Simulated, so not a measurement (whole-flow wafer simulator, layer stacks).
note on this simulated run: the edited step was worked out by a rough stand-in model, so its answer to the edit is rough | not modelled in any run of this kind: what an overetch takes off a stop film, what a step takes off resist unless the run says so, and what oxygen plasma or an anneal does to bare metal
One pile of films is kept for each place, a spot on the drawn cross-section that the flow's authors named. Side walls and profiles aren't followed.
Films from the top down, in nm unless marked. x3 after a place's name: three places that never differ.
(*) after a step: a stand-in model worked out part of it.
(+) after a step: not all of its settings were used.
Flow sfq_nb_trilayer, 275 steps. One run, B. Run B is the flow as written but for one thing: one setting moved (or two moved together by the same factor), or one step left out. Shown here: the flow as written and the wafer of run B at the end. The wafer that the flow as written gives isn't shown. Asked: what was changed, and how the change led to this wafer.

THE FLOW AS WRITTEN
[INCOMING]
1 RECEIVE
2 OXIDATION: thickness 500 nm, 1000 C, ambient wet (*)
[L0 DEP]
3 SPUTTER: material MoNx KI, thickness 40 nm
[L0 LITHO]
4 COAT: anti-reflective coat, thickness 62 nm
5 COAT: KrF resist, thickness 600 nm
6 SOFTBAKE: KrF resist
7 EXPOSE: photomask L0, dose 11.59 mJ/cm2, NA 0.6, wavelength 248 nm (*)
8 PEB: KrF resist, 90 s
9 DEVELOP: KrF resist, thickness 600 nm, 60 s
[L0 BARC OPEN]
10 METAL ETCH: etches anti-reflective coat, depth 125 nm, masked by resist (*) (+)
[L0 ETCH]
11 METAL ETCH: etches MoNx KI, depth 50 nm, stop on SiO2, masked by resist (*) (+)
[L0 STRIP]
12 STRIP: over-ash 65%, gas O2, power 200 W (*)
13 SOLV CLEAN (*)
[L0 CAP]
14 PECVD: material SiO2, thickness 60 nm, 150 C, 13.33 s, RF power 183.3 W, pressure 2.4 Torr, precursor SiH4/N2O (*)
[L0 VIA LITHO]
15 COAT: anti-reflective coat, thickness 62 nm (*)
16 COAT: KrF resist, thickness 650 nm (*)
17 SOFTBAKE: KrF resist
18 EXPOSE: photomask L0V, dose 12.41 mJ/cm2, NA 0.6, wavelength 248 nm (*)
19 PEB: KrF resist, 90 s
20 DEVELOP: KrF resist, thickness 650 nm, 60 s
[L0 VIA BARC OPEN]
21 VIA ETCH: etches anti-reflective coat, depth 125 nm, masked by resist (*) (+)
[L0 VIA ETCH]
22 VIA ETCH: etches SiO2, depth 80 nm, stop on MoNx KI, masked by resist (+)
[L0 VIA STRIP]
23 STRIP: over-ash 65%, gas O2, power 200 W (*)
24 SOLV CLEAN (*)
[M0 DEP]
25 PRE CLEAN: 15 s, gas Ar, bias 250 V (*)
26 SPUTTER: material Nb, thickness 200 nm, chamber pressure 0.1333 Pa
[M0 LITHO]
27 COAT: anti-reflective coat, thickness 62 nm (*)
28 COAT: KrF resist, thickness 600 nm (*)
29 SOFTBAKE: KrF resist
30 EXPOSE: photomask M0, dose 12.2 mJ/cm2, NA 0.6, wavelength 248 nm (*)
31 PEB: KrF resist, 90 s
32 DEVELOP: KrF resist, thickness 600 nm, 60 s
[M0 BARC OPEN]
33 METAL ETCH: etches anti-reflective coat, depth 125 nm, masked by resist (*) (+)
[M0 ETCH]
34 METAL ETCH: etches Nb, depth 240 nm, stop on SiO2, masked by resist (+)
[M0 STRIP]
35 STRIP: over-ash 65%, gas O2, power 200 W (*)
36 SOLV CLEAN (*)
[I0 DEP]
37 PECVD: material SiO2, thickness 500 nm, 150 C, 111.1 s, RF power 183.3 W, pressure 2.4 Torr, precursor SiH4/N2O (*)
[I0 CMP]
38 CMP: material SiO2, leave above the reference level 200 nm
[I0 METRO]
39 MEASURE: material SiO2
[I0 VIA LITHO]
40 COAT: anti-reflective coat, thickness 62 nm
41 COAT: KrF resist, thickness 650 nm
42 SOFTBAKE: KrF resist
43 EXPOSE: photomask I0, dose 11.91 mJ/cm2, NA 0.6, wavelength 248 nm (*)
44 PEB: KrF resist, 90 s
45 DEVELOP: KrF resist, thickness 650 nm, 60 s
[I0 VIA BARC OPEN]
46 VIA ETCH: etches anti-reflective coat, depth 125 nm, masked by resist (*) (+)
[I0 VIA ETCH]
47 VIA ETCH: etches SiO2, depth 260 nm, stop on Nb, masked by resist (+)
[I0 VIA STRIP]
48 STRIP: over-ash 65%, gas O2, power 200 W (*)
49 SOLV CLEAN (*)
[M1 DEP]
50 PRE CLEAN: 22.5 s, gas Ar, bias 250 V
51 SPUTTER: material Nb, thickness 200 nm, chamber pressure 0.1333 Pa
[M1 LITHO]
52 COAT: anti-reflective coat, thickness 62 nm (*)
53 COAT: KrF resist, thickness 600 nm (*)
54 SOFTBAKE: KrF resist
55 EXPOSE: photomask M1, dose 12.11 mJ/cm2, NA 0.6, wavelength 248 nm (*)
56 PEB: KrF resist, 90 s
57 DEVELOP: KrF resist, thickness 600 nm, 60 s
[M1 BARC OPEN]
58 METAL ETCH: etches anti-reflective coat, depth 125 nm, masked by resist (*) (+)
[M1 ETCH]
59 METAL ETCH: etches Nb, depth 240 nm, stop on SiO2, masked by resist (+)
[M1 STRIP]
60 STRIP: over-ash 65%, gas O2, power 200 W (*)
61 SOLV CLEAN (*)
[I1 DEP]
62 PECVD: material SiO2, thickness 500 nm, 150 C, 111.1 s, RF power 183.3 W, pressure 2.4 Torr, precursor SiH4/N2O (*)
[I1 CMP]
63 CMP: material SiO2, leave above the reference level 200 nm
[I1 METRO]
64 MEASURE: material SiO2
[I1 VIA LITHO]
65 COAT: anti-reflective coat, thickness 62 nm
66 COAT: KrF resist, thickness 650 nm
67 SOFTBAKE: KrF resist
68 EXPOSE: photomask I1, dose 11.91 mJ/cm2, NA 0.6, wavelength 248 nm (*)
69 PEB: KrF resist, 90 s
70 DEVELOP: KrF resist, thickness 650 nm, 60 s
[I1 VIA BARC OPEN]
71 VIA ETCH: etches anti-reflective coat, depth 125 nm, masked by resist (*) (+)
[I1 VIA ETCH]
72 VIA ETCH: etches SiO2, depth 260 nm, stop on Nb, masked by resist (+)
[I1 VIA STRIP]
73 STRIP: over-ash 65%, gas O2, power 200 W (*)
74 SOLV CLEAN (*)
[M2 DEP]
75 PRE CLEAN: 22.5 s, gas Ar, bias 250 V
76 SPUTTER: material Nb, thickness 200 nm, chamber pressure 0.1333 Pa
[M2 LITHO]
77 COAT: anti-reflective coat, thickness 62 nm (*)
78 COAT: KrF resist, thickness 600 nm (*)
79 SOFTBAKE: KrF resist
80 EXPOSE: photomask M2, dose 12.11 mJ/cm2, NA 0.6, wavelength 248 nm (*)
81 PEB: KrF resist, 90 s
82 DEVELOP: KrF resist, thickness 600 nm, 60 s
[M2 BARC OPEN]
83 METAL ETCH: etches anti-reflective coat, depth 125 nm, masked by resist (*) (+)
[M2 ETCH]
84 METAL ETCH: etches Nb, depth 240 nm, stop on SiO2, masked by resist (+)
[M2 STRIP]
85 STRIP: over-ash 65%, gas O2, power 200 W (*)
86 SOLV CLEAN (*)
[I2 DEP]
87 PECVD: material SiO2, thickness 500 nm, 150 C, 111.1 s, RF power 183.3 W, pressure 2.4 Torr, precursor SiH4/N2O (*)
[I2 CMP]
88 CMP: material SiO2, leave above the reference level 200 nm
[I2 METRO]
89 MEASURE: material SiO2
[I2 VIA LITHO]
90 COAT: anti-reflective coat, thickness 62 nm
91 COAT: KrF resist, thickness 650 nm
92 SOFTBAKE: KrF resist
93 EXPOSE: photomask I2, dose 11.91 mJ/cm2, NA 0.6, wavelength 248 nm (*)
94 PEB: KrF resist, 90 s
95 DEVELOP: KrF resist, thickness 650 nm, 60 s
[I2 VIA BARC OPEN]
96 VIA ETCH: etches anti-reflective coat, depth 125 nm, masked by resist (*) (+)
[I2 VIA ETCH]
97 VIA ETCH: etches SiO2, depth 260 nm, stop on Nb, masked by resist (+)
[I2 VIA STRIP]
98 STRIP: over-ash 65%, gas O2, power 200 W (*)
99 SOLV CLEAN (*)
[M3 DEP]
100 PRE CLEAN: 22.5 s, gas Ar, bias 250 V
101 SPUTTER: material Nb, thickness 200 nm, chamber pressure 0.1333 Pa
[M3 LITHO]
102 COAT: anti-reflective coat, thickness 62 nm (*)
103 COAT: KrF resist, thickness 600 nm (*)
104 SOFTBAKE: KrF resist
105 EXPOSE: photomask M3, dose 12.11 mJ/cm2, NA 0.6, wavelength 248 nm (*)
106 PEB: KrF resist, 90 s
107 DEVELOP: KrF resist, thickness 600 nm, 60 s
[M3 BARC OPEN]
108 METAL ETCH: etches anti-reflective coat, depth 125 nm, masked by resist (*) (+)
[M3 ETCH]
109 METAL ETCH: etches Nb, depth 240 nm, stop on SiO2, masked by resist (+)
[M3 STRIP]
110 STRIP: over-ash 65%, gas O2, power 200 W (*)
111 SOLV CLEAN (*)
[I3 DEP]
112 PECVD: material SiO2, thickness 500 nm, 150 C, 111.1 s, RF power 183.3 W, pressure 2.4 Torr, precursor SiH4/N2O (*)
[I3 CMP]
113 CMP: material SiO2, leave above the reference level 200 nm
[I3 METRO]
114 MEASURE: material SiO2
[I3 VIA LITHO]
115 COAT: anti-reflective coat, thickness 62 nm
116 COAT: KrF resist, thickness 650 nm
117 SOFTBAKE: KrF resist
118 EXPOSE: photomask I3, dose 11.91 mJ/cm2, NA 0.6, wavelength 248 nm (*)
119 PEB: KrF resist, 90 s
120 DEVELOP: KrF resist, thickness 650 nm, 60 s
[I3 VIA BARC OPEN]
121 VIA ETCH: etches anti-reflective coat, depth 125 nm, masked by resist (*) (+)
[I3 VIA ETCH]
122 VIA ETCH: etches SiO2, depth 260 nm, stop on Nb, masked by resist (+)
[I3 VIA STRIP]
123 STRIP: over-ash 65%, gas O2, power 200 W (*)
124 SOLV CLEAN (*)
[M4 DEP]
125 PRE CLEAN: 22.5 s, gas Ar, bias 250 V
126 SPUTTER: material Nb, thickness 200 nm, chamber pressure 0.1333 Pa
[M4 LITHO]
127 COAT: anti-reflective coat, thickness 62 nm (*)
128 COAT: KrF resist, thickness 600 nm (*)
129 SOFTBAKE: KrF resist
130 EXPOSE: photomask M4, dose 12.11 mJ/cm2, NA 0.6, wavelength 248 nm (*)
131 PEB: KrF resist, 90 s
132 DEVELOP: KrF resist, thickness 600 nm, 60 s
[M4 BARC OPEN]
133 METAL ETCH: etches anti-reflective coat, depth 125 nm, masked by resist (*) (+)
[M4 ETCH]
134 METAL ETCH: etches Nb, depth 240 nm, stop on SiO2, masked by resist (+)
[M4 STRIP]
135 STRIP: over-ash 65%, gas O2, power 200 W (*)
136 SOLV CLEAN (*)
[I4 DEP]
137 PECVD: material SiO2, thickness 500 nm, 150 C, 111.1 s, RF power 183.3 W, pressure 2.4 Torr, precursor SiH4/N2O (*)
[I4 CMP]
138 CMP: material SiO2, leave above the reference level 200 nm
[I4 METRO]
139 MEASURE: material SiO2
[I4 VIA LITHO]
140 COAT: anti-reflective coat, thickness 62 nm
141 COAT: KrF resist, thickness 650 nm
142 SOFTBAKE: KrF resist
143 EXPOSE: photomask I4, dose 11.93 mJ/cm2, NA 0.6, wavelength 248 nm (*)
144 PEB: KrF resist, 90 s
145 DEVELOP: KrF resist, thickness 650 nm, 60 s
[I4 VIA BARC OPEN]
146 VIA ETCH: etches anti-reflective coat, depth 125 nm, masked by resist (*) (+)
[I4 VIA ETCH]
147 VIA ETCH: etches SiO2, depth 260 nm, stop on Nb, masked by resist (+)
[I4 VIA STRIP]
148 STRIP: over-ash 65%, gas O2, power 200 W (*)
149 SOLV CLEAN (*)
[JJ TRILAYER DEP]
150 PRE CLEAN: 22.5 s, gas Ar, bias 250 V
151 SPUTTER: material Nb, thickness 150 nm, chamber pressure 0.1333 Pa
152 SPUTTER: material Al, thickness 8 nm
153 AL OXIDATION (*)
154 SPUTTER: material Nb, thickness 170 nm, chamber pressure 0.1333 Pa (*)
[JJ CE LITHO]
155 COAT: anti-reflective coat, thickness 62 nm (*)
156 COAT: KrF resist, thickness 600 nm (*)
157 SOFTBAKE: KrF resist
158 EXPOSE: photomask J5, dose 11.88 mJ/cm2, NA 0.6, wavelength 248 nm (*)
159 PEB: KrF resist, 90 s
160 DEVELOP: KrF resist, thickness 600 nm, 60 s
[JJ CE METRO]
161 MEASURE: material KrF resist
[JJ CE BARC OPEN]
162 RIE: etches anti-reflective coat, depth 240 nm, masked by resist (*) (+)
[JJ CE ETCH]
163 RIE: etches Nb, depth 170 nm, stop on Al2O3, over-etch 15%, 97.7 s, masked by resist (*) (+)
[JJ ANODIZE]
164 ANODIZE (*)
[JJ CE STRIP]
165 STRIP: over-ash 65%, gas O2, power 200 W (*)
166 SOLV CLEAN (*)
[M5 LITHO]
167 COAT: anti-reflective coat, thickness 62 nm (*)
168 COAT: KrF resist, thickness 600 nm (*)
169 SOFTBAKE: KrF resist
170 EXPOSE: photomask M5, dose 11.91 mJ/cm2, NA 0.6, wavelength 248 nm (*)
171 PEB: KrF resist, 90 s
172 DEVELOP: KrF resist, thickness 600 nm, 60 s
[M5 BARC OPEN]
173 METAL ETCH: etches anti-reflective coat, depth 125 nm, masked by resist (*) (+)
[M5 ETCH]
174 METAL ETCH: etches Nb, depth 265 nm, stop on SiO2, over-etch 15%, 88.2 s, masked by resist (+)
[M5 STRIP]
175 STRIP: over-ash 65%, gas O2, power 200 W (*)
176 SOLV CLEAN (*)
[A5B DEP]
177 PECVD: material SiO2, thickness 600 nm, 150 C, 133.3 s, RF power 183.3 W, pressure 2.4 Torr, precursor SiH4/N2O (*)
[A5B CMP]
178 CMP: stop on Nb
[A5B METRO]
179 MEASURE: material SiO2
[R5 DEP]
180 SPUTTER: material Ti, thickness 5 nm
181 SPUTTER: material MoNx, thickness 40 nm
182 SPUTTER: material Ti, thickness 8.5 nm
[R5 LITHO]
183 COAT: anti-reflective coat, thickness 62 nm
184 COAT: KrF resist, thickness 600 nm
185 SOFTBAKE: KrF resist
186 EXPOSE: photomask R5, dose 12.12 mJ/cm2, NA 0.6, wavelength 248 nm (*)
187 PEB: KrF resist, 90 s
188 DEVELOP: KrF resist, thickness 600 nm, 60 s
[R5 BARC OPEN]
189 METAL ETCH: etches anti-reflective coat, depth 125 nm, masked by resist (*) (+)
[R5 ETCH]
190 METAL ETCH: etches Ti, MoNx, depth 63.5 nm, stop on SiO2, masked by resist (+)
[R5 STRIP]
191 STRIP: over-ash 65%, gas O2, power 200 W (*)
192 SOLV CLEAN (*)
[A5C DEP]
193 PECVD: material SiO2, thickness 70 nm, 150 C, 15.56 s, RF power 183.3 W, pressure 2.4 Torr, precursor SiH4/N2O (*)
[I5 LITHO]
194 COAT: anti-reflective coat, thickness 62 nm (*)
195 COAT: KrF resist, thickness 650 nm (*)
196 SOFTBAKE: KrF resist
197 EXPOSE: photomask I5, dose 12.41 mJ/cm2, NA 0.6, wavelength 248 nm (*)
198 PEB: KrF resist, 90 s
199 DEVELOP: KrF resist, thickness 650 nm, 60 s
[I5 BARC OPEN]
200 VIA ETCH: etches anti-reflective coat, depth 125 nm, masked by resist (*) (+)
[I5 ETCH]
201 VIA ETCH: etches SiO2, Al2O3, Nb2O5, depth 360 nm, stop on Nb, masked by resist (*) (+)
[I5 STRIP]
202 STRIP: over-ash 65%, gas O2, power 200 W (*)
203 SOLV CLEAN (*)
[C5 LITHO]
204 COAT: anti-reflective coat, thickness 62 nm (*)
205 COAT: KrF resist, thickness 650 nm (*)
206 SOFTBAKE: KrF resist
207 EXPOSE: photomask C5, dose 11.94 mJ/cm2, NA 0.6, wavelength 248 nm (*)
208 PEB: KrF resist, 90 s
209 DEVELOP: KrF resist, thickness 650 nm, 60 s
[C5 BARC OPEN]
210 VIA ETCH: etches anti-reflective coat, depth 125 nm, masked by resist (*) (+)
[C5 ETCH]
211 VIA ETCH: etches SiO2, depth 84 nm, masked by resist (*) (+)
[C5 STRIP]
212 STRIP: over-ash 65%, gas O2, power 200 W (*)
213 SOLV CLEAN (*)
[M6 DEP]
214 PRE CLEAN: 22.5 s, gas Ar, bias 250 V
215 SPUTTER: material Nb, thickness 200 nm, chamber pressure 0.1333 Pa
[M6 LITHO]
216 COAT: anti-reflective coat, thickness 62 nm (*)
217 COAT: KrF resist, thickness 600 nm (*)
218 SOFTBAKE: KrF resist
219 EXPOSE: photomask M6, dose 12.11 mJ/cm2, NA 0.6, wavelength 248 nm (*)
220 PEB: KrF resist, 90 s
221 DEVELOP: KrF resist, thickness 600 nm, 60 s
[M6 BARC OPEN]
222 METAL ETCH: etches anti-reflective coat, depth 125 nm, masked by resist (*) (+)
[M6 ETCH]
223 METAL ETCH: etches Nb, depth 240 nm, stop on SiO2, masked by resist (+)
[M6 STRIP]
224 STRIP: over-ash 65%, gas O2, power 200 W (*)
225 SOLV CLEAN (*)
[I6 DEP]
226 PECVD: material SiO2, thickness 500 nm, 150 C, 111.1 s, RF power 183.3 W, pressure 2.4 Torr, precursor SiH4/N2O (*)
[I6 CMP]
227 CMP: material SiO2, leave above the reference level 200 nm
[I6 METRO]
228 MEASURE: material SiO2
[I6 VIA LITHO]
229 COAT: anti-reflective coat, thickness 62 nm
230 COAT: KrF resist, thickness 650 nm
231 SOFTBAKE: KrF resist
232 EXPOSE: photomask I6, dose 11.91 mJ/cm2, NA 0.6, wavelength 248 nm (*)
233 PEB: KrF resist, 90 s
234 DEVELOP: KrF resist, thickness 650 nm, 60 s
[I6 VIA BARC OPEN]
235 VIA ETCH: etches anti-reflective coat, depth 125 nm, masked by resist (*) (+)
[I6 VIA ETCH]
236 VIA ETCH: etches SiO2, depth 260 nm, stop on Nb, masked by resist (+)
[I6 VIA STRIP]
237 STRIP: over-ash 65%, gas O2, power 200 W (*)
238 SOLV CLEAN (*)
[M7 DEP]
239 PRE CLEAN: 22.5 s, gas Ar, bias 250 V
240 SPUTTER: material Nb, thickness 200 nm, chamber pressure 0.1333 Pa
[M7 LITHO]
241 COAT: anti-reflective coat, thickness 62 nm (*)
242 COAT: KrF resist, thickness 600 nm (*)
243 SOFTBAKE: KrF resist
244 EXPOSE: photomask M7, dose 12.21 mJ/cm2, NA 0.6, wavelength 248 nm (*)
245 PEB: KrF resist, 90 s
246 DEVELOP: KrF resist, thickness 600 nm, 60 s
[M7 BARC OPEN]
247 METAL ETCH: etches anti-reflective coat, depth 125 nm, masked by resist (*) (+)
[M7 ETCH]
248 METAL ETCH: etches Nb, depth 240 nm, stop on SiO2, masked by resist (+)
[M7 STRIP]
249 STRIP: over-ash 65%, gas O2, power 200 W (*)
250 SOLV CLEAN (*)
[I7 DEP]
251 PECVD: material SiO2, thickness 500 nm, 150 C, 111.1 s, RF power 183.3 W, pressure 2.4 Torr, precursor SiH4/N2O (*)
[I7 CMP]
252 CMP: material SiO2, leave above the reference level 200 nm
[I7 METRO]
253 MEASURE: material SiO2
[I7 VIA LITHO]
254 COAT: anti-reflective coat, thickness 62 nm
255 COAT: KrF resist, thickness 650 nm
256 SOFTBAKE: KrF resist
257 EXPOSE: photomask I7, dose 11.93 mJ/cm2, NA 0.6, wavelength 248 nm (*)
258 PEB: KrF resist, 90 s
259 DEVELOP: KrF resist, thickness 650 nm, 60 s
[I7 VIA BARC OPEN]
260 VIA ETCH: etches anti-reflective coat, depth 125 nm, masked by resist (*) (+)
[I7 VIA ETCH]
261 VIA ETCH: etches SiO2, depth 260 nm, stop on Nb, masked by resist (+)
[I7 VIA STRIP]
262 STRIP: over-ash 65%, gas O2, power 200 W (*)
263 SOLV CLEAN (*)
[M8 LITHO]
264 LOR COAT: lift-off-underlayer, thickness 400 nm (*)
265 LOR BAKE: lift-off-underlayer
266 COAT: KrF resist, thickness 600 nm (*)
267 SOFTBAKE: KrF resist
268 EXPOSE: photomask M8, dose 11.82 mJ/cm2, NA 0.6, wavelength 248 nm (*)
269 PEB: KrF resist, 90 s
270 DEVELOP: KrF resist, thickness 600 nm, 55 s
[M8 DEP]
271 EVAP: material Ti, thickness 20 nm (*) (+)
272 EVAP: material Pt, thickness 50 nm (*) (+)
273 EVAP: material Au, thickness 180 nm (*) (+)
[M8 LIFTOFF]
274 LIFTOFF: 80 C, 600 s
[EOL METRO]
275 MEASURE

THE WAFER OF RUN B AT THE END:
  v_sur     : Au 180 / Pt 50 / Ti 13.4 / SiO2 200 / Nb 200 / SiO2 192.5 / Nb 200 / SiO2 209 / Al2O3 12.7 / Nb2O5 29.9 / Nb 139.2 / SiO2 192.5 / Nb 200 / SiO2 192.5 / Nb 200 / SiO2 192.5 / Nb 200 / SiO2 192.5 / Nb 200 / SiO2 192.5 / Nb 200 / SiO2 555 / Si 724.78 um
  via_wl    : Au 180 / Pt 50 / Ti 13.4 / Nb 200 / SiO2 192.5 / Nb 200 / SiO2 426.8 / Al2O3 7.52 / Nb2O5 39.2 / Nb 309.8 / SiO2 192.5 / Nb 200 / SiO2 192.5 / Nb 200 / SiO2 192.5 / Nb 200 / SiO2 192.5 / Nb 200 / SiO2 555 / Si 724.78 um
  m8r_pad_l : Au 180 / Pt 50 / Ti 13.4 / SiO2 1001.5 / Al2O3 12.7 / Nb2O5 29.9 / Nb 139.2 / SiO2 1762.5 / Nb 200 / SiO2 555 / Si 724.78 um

The cause: step 271, EVAP: thickness 13.4 nm was run, where the flow has thickness 20 nm.
It can be read off the wafer: v_sur has Ti 13.4, and step 271 as written asks for 20 nm.

How the change led to this, step by step:
  271 EVAP: material Ti, thickness 20 nm (*) (+)
      field_l, v_sur, via_wl and 103 more: Ti +13.4 (new film) (as written it would be: Ti +20 (new film))
  274 LIFTOFF: 80 C, 600 s
      p4_fl x3, p4_w1 x3, p4_g1 x2 and 66 more: Au -180 (all of it), Pt -50 (all of it), Ti -13.4 (all of it), KrF resist -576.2 (all of it), lift-off-underlayer -400 (all of it) (as written it would be: Au -180 (all of it), Pt -50 (all of it), Ti -20 (all of it), KrF resist -576.2 (all of it), lift-off-underlayer -400 (all of it))
      c5j, ce_r: Au -180 (all of it), Pt -50 (all of it), Ti -13.4 (all of it), KrF resist -573.3 (all of it), lift-off-underlayer -399.3 (all of it) (as written it would be: Au -180 (all of it), Pt -50 (all of it), Ti -20 (all of it), KrF resist -573.3 (all of it), lift-off-underlayer -399.3 (all of it))
      (and at 19 more places)
